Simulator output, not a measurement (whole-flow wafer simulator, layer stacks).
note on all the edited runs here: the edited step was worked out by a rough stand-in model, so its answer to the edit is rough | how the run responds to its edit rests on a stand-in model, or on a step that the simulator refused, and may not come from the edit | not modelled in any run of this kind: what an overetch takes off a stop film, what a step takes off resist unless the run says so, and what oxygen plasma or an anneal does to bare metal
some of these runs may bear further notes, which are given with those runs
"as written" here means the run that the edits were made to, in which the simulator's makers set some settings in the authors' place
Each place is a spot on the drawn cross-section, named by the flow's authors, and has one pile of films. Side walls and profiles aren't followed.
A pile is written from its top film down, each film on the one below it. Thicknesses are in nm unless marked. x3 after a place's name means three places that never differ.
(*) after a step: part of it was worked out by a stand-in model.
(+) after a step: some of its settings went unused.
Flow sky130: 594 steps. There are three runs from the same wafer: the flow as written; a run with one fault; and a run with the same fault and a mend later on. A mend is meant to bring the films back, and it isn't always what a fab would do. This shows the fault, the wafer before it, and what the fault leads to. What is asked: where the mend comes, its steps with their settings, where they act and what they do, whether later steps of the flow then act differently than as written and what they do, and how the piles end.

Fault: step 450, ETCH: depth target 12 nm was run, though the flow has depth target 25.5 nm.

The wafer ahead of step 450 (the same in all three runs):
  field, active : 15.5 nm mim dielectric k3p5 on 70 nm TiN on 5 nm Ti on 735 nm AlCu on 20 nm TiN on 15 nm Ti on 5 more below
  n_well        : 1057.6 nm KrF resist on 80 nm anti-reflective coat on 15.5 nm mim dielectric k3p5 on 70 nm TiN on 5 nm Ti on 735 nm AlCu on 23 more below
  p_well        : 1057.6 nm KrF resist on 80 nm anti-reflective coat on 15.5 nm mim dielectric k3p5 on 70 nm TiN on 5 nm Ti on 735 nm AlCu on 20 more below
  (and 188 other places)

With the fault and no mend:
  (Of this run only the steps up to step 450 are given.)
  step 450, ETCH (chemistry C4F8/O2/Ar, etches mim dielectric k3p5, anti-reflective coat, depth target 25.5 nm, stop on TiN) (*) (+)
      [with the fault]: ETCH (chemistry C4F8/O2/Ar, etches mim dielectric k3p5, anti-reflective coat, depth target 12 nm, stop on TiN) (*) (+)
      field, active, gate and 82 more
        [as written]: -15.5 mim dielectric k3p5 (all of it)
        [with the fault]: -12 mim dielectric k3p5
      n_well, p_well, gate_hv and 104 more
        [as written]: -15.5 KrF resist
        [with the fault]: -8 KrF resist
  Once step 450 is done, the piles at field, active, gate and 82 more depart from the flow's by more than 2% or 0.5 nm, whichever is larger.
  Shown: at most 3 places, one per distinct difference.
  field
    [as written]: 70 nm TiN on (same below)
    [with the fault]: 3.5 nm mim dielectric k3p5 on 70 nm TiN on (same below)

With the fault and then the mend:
  The mend stands after step 450.
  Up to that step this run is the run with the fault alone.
  step 450a, ETCH (chemistry C4F8/O2/Ar, etches mim dielectric k3p5, anti-reflective coat, depth target 13.5 nm, stop on TiN) (*) (+) (a further turn of the flow's step 450, with different settings)
      n_well, p_well, gate_hv and 104 more
        -3.5 KrF resist
      field, active, gate and 82 more
        -3.5 mim dielectric k3p5 (all of it)
  Later steps of the flow that are run all act as written at every place that is followed, up to a difference of at most 2% or 0.5 nm, whichever is larger.
  By the end, the piles equal the flow's at every place that both follow.
